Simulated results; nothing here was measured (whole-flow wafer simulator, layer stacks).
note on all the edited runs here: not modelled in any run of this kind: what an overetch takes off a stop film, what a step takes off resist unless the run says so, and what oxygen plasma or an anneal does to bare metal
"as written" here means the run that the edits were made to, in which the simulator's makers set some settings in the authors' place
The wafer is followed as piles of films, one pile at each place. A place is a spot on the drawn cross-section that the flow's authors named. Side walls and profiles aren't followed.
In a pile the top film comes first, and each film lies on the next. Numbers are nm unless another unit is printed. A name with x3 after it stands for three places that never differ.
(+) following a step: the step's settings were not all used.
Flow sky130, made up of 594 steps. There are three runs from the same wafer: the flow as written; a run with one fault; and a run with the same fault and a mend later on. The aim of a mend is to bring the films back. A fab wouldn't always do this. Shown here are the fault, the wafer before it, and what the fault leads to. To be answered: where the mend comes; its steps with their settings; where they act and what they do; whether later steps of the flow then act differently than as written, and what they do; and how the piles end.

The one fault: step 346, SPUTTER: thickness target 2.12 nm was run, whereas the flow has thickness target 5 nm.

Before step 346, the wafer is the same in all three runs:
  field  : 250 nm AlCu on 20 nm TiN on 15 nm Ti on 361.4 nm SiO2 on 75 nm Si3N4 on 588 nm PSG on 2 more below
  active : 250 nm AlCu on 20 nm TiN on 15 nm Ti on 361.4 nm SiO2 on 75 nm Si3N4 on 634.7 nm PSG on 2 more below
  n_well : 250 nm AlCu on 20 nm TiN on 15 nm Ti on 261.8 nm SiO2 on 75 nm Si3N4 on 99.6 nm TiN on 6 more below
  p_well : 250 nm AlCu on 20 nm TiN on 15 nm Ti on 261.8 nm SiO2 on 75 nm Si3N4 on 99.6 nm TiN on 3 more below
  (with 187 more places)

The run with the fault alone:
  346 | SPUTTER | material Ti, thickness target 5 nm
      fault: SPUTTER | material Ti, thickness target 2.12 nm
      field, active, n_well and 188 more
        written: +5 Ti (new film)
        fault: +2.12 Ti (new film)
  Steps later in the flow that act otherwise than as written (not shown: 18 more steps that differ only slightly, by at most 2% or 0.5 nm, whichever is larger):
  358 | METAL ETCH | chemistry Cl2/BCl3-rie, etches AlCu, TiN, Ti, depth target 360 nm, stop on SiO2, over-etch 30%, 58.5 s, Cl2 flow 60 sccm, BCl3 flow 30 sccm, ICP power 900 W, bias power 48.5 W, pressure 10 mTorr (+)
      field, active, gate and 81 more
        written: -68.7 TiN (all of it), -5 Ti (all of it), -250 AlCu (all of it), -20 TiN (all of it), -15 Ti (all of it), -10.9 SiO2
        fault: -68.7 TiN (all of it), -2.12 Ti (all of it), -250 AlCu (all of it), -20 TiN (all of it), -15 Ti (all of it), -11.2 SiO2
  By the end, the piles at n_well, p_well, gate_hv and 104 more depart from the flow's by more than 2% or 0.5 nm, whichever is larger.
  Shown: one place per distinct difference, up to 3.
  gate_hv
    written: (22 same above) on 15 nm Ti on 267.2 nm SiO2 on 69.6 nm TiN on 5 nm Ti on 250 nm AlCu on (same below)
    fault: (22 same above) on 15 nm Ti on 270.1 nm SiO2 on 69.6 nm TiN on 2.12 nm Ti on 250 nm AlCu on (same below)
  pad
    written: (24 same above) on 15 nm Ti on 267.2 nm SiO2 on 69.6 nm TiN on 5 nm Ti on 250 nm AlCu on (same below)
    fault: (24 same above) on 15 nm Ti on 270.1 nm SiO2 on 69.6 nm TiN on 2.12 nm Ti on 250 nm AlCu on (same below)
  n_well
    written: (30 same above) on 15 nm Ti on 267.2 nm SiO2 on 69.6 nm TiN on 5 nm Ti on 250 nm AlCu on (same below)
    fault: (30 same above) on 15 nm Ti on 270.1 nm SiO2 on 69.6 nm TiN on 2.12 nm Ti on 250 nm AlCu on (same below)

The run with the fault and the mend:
  The mend follows step 346.
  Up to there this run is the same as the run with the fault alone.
  346a | SPUTTER | material Ti, thickness target 2.88 nm (the flow's step 346, run once more with other settings)
      field, active, n_well and 188 more
        +2.88 Ti
  Later steps of the flow that are run all act as written at every place that is followed.
  By the end, the piles equal the flow's at every place that both follow.
